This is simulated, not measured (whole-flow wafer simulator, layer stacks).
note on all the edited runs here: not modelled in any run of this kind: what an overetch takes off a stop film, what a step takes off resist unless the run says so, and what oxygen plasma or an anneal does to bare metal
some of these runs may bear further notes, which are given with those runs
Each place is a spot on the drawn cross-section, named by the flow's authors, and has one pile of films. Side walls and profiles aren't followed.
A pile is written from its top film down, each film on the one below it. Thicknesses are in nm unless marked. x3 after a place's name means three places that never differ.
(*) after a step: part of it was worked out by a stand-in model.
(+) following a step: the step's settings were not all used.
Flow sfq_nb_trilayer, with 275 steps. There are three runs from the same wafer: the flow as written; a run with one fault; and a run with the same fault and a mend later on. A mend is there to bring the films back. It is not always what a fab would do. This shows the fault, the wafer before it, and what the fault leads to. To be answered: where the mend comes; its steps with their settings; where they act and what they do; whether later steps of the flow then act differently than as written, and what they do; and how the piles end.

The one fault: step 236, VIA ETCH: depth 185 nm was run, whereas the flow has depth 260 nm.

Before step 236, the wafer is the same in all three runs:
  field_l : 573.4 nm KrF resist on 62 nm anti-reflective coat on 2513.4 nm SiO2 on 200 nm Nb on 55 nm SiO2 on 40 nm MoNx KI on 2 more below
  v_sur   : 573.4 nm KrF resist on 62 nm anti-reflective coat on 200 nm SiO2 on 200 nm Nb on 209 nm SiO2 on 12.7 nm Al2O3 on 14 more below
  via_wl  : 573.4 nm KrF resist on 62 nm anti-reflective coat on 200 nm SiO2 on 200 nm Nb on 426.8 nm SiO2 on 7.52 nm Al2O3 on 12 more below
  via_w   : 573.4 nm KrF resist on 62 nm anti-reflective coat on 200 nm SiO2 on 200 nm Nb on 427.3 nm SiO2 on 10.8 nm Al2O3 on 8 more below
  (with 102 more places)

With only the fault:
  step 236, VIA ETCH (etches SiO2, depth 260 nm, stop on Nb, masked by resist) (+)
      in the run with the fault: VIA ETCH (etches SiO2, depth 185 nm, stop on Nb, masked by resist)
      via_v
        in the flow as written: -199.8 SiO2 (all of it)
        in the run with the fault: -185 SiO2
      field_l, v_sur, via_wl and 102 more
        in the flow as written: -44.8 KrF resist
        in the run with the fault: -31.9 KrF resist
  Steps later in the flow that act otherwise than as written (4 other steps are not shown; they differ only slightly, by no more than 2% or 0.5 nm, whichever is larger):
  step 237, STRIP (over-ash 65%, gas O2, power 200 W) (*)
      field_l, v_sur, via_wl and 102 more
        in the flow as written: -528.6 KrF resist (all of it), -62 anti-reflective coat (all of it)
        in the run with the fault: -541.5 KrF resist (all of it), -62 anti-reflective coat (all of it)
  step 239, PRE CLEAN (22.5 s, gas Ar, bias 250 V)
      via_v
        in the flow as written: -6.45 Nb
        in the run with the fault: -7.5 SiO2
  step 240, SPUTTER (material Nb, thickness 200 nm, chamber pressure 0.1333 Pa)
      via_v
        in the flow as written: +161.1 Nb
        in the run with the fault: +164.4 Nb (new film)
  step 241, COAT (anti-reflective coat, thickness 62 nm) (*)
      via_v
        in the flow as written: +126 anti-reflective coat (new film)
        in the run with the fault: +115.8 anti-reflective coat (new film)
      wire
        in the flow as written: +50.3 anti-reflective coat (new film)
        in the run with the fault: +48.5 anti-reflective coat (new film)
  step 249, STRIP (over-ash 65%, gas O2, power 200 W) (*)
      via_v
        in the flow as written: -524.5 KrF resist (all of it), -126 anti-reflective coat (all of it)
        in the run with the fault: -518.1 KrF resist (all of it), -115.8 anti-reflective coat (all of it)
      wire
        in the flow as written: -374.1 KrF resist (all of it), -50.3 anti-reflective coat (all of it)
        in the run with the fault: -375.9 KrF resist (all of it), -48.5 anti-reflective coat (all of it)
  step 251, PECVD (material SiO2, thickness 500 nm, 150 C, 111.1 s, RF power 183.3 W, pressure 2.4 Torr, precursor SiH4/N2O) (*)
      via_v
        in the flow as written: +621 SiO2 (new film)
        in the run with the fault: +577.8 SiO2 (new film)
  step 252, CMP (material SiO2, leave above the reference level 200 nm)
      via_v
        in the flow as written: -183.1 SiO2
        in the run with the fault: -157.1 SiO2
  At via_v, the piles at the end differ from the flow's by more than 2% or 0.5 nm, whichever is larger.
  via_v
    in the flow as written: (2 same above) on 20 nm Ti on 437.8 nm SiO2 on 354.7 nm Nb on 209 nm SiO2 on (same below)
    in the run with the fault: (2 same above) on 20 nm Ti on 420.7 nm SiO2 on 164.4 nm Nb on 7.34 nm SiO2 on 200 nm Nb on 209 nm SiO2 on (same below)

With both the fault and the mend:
  The mend stands after step 236.
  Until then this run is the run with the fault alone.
  step 236a, VIA ETCH (etches SiO2, depth 75 nm, stop on Nb, masked by resist) (+) (the flow's step 236, run once more with other settings)
      field_l, v_sur, via_wl and 102 more
        -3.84 KrF resist
      via_v
        -14.8 SiO2 (all of it)
  Later steps of the flow that are run all act as written at every place that is followed, up to a difference of at most 2% or 0.5 nm, whichever is larger.
  The piles end the same as the flow's at every place that both follow.
